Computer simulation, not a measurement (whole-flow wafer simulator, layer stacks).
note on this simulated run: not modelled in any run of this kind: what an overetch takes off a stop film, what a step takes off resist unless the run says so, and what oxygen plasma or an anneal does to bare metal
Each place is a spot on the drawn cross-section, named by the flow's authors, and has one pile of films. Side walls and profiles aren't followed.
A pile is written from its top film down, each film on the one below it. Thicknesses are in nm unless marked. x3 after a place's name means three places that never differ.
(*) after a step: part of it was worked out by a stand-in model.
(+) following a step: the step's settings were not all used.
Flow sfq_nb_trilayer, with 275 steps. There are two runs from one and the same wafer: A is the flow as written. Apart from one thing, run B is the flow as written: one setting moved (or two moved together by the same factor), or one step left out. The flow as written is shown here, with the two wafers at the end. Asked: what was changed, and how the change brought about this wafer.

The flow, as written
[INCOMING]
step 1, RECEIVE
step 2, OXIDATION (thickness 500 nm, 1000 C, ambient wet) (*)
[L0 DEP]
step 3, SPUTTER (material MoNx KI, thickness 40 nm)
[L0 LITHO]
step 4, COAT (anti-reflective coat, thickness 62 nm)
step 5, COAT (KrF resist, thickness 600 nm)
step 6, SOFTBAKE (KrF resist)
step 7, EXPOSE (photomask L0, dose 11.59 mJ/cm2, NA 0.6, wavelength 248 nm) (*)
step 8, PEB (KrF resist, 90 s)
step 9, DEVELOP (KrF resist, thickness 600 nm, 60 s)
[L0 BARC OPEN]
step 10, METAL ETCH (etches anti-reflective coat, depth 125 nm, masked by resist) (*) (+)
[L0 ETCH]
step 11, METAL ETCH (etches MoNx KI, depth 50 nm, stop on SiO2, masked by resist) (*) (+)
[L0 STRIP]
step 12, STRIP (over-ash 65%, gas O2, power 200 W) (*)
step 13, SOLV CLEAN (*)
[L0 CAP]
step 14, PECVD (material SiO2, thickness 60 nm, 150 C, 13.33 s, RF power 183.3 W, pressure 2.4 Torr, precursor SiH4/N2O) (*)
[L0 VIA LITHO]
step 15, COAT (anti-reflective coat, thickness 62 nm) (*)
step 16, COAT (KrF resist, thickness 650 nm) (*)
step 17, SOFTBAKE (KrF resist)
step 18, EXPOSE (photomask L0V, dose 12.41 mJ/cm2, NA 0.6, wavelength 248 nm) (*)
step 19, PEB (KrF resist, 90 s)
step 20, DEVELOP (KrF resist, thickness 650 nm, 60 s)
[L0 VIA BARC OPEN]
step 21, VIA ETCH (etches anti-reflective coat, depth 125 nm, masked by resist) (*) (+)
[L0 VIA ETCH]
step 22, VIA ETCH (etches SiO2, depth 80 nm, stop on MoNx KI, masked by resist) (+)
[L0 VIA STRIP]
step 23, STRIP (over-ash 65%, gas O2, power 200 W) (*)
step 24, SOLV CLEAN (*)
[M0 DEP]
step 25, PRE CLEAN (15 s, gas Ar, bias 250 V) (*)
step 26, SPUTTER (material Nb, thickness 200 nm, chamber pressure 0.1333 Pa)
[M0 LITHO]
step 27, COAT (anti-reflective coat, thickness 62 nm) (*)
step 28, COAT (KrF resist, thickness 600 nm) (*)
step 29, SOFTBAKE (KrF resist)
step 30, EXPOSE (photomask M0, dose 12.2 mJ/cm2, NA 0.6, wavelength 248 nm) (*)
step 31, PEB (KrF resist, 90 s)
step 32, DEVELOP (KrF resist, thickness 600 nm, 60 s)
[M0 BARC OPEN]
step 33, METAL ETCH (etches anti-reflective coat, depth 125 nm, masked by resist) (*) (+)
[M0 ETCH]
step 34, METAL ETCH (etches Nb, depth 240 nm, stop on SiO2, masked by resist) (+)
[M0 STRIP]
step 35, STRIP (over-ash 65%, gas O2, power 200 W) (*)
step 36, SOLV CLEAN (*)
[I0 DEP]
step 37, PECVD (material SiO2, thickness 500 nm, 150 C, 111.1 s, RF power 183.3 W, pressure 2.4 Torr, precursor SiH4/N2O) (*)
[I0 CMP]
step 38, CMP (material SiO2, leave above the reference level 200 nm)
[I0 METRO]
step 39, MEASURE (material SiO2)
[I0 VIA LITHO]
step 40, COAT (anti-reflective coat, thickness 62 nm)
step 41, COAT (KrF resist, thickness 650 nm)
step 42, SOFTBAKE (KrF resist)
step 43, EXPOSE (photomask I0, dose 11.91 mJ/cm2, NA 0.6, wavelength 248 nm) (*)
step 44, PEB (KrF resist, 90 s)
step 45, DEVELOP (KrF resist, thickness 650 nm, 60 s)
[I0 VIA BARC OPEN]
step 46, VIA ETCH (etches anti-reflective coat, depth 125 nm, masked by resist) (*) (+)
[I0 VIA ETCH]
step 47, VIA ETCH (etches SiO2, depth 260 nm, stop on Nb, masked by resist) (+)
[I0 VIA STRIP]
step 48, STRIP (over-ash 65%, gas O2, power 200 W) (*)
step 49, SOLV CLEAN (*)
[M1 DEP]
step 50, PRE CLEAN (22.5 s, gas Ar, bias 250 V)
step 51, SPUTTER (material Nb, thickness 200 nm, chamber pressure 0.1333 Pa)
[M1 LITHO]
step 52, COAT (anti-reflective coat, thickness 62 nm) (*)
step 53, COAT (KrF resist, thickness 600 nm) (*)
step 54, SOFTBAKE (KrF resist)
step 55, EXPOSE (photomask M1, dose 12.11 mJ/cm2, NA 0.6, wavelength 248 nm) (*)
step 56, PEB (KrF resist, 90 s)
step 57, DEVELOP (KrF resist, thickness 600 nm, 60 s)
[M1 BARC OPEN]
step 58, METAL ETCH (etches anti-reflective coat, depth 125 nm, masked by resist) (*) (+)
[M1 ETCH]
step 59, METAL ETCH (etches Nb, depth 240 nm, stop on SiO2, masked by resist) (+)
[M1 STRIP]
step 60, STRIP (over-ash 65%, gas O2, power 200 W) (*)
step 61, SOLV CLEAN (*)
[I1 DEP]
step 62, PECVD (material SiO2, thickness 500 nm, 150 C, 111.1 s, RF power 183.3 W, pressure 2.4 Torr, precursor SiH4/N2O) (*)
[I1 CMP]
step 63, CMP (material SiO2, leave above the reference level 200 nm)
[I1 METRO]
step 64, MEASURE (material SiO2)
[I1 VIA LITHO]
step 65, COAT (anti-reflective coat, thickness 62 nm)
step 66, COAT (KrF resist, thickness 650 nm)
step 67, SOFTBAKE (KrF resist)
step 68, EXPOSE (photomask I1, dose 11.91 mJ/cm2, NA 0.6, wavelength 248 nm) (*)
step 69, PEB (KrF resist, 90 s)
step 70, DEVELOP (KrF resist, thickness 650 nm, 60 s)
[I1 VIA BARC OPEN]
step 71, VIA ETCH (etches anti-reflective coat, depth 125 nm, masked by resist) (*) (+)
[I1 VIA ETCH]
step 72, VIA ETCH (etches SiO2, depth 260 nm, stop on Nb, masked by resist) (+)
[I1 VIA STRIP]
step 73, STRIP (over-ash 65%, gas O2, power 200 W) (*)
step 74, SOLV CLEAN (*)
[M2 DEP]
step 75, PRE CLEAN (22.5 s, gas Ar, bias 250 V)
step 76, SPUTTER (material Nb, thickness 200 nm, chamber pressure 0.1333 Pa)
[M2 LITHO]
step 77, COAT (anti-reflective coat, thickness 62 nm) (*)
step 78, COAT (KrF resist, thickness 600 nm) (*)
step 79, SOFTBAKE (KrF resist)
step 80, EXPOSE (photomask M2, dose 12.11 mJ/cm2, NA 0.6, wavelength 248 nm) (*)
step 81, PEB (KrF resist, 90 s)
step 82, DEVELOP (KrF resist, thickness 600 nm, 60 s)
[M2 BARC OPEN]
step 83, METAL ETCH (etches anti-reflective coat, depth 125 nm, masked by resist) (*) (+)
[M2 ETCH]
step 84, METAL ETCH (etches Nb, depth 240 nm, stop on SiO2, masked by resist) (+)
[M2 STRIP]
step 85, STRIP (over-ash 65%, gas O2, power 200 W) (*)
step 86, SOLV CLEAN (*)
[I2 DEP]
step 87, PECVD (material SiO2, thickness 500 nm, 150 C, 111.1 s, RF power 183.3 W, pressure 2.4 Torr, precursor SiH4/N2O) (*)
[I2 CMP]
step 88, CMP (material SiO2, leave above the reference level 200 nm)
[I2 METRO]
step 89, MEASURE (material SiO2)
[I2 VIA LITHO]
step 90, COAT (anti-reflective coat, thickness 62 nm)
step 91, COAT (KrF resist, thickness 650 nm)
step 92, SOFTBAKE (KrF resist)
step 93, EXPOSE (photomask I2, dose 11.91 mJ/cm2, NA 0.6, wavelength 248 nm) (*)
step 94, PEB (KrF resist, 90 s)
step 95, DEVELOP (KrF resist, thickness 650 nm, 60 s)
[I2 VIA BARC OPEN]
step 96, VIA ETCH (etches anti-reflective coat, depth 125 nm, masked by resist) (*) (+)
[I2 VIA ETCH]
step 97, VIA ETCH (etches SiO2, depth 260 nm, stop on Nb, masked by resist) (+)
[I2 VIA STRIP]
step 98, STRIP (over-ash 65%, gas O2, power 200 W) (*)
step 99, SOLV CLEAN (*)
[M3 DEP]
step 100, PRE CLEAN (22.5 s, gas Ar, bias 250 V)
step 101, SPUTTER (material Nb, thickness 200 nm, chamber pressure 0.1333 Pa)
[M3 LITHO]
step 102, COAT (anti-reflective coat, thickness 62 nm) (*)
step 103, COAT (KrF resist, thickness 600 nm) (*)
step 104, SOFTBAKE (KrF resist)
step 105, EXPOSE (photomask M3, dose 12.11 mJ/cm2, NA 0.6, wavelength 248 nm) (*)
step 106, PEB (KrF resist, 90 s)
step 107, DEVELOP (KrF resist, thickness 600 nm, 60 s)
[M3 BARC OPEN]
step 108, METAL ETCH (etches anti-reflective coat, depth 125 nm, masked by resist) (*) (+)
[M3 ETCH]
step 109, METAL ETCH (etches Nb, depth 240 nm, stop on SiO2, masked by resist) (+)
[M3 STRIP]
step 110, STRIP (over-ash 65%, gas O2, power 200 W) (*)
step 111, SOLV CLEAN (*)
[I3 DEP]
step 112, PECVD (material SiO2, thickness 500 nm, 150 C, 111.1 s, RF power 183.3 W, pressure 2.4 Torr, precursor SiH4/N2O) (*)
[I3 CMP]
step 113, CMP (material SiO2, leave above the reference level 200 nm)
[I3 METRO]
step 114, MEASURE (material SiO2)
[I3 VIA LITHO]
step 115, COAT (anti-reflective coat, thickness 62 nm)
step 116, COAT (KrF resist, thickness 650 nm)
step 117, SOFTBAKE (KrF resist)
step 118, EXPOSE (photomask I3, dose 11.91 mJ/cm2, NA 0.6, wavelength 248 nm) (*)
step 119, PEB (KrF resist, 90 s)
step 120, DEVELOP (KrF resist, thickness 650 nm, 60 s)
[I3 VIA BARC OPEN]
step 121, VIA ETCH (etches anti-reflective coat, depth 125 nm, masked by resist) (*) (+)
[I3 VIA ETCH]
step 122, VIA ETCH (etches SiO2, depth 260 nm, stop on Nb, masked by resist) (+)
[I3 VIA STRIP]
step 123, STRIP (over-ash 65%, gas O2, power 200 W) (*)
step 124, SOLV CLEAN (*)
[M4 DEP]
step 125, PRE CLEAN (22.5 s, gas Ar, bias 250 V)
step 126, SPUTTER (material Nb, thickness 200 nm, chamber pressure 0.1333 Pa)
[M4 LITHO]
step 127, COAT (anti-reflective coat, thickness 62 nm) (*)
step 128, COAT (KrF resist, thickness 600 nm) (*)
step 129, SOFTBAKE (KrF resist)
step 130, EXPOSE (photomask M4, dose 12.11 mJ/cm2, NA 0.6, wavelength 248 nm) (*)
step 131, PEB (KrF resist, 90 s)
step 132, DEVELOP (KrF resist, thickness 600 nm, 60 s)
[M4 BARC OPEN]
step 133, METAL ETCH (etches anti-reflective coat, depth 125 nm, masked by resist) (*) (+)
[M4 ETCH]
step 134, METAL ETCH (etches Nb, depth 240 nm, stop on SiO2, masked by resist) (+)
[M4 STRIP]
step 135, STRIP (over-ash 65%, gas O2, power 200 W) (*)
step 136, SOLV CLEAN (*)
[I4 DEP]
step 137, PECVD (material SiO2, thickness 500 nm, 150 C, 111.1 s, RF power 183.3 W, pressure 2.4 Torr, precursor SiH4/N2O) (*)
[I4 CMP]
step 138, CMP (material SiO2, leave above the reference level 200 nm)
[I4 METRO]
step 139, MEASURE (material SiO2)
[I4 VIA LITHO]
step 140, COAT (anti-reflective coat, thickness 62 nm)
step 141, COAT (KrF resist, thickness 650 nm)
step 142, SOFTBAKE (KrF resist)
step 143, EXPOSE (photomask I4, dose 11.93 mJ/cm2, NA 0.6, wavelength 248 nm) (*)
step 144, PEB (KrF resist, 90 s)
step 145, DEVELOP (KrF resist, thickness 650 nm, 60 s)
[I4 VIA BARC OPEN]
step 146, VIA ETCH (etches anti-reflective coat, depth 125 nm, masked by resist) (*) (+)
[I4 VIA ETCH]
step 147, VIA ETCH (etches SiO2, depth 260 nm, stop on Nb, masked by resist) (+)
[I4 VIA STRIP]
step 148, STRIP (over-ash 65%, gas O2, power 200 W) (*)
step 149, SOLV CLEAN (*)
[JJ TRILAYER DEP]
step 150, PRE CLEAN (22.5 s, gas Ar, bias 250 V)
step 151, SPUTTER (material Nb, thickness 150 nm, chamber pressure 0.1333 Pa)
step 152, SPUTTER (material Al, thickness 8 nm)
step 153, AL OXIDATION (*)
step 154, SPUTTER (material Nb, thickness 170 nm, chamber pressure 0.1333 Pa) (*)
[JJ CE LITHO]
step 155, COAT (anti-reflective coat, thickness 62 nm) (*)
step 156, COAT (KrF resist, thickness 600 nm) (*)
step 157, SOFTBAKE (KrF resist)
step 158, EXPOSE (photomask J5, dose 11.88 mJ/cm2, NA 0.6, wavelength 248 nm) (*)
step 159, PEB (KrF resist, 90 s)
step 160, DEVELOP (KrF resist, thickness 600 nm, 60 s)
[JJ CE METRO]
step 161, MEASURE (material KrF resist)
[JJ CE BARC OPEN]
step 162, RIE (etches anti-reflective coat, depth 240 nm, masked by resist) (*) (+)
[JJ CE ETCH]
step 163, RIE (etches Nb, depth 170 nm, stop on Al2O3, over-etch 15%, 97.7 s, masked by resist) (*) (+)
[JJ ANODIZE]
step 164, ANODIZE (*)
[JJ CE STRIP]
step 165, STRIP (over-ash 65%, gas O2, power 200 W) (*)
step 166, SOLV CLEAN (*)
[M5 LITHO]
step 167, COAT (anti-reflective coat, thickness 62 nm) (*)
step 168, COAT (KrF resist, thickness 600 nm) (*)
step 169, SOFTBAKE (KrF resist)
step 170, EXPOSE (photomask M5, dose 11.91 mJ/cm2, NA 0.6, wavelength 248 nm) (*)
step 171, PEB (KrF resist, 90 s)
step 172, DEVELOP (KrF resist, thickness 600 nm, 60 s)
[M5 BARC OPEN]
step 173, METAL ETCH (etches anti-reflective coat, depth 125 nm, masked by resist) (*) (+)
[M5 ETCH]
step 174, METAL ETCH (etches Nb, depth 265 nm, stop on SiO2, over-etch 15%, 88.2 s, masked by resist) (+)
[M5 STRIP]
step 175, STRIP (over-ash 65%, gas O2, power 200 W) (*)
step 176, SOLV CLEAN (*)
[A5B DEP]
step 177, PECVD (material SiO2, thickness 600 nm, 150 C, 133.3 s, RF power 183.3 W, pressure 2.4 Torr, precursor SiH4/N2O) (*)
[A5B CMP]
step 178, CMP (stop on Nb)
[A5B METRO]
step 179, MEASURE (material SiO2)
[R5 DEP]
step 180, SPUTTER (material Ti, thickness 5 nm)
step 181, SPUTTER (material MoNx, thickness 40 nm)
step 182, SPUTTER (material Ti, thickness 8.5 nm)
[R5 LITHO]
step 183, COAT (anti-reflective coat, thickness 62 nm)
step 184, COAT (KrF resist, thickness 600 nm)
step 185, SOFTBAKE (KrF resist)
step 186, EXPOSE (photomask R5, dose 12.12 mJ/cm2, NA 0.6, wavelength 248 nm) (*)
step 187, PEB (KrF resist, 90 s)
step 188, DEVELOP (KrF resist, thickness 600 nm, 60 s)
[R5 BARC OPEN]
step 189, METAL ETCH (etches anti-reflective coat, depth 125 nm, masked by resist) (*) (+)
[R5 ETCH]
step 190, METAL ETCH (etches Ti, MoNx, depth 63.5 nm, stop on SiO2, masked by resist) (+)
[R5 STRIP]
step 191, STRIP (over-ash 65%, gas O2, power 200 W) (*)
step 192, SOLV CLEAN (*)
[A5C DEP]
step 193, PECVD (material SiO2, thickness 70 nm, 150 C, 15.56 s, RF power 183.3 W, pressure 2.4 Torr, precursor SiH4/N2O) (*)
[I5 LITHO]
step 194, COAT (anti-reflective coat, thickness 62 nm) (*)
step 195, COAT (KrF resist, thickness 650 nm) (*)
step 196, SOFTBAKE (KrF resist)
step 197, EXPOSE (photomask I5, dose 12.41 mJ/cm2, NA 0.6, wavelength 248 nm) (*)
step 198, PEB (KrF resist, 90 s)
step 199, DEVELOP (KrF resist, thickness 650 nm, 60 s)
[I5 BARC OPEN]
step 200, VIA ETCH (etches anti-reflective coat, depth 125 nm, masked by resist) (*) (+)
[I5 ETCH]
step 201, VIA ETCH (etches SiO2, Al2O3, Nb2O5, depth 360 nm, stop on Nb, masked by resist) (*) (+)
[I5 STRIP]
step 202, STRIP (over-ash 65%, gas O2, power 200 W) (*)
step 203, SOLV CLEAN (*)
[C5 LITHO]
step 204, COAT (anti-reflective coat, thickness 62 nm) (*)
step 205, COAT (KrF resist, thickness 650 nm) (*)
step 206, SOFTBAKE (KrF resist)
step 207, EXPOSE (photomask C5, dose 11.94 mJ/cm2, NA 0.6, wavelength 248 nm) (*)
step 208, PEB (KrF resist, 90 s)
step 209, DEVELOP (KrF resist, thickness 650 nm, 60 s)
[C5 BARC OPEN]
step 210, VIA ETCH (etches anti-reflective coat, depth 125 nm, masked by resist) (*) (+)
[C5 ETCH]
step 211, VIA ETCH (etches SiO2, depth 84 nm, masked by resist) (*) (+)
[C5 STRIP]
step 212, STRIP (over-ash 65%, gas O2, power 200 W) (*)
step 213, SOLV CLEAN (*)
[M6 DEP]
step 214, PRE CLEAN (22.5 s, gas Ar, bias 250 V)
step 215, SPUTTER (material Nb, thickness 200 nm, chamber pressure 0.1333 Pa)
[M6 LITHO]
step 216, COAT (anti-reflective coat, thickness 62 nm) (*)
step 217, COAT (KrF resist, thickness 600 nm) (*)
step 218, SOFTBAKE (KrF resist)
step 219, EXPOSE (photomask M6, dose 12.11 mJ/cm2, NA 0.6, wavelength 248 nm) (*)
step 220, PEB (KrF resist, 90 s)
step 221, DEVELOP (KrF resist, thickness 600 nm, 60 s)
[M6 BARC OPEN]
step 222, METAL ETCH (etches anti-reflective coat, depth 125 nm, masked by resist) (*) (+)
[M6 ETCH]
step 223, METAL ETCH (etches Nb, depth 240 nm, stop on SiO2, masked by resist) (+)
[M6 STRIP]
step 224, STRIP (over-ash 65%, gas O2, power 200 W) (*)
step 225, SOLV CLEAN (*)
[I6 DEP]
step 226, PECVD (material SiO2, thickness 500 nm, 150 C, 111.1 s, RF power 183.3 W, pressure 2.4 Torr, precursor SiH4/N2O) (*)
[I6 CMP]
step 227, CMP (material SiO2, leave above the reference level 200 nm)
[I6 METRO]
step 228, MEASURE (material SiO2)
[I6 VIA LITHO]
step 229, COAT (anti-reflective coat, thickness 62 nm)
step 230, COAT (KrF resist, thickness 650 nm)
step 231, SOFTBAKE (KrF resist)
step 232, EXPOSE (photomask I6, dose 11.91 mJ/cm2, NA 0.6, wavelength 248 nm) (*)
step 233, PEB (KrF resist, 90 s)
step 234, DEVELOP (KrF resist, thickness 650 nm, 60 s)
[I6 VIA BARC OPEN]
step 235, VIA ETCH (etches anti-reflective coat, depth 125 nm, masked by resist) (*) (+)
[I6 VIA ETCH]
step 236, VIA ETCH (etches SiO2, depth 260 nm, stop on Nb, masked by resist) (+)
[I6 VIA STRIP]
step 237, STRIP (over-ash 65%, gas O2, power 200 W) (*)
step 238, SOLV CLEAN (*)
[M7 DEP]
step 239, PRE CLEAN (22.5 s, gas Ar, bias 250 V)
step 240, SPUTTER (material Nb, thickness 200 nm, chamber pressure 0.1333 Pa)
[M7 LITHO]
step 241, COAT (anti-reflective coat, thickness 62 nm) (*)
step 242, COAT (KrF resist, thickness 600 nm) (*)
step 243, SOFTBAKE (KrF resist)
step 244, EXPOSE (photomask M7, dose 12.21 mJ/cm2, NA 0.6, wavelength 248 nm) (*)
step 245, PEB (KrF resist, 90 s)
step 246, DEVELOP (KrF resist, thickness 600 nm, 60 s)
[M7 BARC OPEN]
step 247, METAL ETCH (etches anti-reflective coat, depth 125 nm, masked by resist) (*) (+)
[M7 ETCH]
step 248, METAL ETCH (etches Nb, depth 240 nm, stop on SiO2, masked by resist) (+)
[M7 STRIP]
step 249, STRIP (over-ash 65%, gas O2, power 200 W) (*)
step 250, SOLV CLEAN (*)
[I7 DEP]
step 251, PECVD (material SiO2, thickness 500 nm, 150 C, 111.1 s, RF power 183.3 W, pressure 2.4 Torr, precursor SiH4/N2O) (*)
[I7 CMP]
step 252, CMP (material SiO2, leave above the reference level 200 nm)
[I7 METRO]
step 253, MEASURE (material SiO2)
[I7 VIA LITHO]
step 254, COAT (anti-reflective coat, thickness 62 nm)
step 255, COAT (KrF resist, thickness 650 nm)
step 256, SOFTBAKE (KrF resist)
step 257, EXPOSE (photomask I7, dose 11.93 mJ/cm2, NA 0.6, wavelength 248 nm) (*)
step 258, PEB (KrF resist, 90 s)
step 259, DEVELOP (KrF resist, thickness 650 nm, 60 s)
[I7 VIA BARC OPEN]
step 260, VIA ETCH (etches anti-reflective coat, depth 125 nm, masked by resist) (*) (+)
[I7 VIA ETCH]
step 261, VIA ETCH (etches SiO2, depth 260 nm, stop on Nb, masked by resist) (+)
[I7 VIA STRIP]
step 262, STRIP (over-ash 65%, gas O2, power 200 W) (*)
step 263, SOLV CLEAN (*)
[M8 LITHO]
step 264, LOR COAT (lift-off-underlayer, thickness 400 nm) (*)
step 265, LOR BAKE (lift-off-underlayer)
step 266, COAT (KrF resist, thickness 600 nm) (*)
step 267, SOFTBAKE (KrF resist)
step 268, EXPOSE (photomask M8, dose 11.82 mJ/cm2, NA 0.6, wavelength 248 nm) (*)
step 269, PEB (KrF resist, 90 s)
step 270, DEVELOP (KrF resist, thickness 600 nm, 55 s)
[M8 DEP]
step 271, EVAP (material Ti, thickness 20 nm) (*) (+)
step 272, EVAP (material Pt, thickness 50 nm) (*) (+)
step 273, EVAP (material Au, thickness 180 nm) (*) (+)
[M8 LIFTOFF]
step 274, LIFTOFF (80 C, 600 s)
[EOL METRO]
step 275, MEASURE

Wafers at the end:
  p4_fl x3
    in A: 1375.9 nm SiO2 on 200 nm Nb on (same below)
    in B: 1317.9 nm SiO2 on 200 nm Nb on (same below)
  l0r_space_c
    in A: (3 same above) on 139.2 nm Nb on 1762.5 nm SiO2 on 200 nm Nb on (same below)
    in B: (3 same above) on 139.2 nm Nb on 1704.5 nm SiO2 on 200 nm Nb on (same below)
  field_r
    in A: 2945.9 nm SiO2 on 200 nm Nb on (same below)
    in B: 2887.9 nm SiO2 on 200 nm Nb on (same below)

What caused this: step 138, CMP: leave above the reference level 142 nm was run, while the flow as written has leave above the reference level 200 nm.

Step by step, how the change led to this:
  step 138, CMP (material SiO2, leave above the reference level 200 nm)
      field_l, be, be_sur and 55 more: A -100 SiO2 | B -158 SiO2
      v_sur, via_wl, via_w and 35 more: A -300 SiO2 | B -358 SiO2
      (as well as at 10 more places)
  step 147, VIA ETCH (etches SiO2, depth 260 nm, stop on Nb, masked by resist) (+)
      field_l, v_sur, via_sp and 100 more: A -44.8 KrF resist | B -36.7 KrF resist
      via_wl, via_w, via_wr: A -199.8 SiO2 (all of it) | B -141.8 SiO2 (all of it)
  step 151, SPUTTER (material Nb, thickness 150 nm, chamber pressure 0.1333 Pa)
      via_wl, via_w, via_wr: A +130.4 Nb | B +137.2 Nb
  step 154, SPUTTER (material Nb, thickness 170 nm, chamber pressure 0.1333 Pa) (*)
      via_wl, via_wr: A +140.7 Nb (new film) | B +119.9 Nb (new film)
      via_w: A +141 Nb (new film) | B +164.1 Nb (new film)
  step 155, COAT (anti-reflective coat, thickness 62 nm) (*)
      via_wl, via_wr: A +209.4 anti-reflective coat (new film) | B +201.2 anti-reflective coat (new film)
      v_sur: A +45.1 anti-reflective coat (new film) | B +47.9 anti-reflective coat (new film)
      (as well as at 2 more places)
  step 156, COAT (KrF resist, thickness 600 nm) (*)
      via_wl: A +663 KrF resist (new film) | B +641.8 KrF resist (new film)
      via_w: A +763.8 KrF resist (new film) | B +697.5 KrF resist (new film)
      (as well as at 1 more place)
  step 160, DEVELOP (KrF resist, thickness 600 nm, 60 s)
      via_wl: A -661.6 KrF resist (all of it) | B -640.5 KrF resist (all of it)
      via_w: A -762.1 KrF resist (all of it) | B -696 KrF resist (all of it)
      (as well as at 1 more place)
  step 162, RIE (etches anti-reflective coat, depth 240 nm, masked by resist) (*) (+)
      ce_l, c5j, ce_r, wl_jj: A -209.4 KrF resist | B -201.2 KrF resist
      via_wl, via_wr: A -209.4 anti-reflective coat (all of it) | B -201.2 anti-reflective coat (all of it)
      (as well as at 3 more places)
  step 163, RIE (etches Nb, depth 170 nm, stop on Al2O3, over-etch 15%, 97.7 s, masked by resist) (*) (+)
      via_w: A -141 Nb (all of it), -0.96 Al2O3 (all of it) | B -164.1 Nb (all of it), -0.63 Al2O3
      via_wl, via_wr: A -140.7 Nb (all of it), -0.96 Al2O3 (all of it) | B -119.9 Nb (all of it), -0.96 Al2O3 (all of it)
  step 164, ANODIZE (*)
      via_w: A +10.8 Al2O3 (new film), +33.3 Nb2O5 (new film), -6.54 Al (all of it), -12 Nb | B +11.4 Al2O3, +31.6 Nb2O5 (new film), -6.92 Al (all of it), -11.4 Nb
  step 165, STRIP (over-ash 65%, gas O2, power 200 W) (*)
      ce_l: A -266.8 KrF resist (all of it), -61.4 anti-reflective coat (all of it) | B -275.5 KrF resist (all of it), -61.6 anti-reflective coat (all of it)
      c5j: A -266.9 KrF resist (all of it), -61.5 anti-reflective coat (all of it) | B -275.5 KrF resist (all of it), -61.7 anti-reflective coat (all of it)
      (as well as at 2 more places)
  step 167, COAT (anti-reflective coat, thickness 62 nm) (*)
      via_wl: A +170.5 anti-reflective coat (new film) | B +122.1 anti-reflective coat (new film)
      via_w: A +84.1 anti-reflective coat (new film) | B +74.9 anti-reflective coat (new film)
      (as well as at 1 more place)
  step 168, COAT (KrF resist, thickness 600 nm) (*)
      via_w: A +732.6 KrF resist (new film) | B +693.5 KrF resist (new film)
  step 175, STRIP (over-ash 65%, gas O2, power 200 W) (*)
      v_sur: A -349.2 KrF resist (all of it), -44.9 anti-reflective coat (all of it) | B -359 KrF resist (all of it), -44.3 anti-reflective coat (all of it)
      via_wl: A -427 KrF resist (all of it), -170.5 anti-reflective coat (all of it) | B -423.9 KrF resist (all of it), -122.1 anti-reflective coat (all of it)
      (as well as at 2 more places)
  step 178, CMP (stop on Nb)
      via_wl, via_wr: A -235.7 SiO2 | B -300.4 SiO2
      via_w: A -235.2 SiO2 | B -299.8 SiO2
